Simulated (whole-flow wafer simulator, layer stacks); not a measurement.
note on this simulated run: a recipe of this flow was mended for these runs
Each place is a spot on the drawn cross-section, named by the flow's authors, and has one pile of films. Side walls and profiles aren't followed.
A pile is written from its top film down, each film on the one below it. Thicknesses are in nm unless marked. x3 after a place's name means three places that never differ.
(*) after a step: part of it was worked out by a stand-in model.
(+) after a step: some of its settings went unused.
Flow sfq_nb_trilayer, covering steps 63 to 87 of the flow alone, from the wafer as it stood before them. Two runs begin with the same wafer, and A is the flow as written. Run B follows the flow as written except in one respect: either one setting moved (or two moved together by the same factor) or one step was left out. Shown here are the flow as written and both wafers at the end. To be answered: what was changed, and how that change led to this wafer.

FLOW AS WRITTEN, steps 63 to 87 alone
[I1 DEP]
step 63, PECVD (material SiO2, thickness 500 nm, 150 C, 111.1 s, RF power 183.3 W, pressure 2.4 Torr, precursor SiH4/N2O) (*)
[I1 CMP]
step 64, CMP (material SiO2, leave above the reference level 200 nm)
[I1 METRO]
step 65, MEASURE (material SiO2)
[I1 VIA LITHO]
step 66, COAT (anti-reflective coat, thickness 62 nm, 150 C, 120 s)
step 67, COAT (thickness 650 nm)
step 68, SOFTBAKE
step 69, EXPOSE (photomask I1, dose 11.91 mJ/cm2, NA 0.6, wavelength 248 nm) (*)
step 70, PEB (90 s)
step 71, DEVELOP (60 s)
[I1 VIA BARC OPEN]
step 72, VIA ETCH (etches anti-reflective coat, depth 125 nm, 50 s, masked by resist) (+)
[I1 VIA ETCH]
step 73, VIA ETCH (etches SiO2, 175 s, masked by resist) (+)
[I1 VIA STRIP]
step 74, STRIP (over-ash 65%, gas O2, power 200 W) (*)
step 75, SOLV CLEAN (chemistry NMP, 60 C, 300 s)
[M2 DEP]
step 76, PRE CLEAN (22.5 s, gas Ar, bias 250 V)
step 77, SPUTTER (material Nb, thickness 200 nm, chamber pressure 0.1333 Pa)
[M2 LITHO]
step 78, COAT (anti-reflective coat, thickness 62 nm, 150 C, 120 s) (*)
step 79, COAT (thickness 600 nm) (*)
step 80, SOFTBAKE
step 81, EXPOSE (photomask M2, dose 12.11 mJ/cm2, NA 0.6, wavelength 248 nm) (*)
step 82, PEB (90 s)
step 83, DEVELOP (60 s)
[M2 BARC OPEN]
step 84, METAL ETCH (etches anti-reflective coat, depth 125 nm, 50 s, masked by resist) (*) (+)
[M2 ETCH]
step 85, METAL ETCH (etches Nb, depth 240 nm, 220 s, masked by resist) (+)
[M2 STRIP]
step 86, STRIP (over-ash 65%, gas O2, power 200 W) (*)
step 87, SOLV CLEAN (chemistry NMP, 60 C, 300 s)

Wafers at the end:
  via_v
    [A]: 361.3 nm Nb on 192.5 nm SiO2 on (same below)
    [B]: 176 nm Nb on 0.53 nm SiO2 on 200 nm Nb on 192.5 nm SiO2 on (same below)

The reason: step 73, VIA ETCH: 129 s was run, whereas the flow has 175 s.

Step by step, how the change led to this:
  step 73, VIA ETCH (etches SiO2, 175 s, masked by resist) (+)
      via_v: A -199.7 SiO2 (all of it), -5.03 Nb | B -191.7 SiO2
      field_l, v_sur, via_wl and 102 more: A -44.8 KrF-resist-other-grade | B -33 KrF-resist-other-grade
  step 74, STRIP (over-ash 65%, gas O2, power 200 W) (*)
      field_l, v_sur, via_wl and 102 more: A -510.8 KrF-resist-other-grade (all of it), -62 anti-reflective coat (all of it) | B -522.6 KrF-resist-other-grade (all of it), -62 anti-reflective coat (all of it)
  step 76, PRE CLEAN (22.5 s, gas Ar, bias 250 V)
      via_v: A -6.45 Nb | B -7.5 SiO2
  step 77, SPUTTER (material Nb, thickness 200 nm, chamber pressure 0.1333 Pa)
      via_v: A +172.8 Nb | B +176 Nb (new film)
  step 86, STRIP (over-ash 65%, gas O2, power 200 W) (*)
      via_v: A -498 KrF-resist-other-grade (all of it), -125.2 anti-reflective coat (all of it) | B -487.4 KrF-resist-other-grade (all of it), -122.7 anti-reflective coat (all of it)
Taking metal films that touch as one body, via_v has 3 bodies (between them, from the top down: SiO2 0.53; SiO2 192.5); the flow as written gives 2 bodies (between them, from the top down: SiO2 192.5).
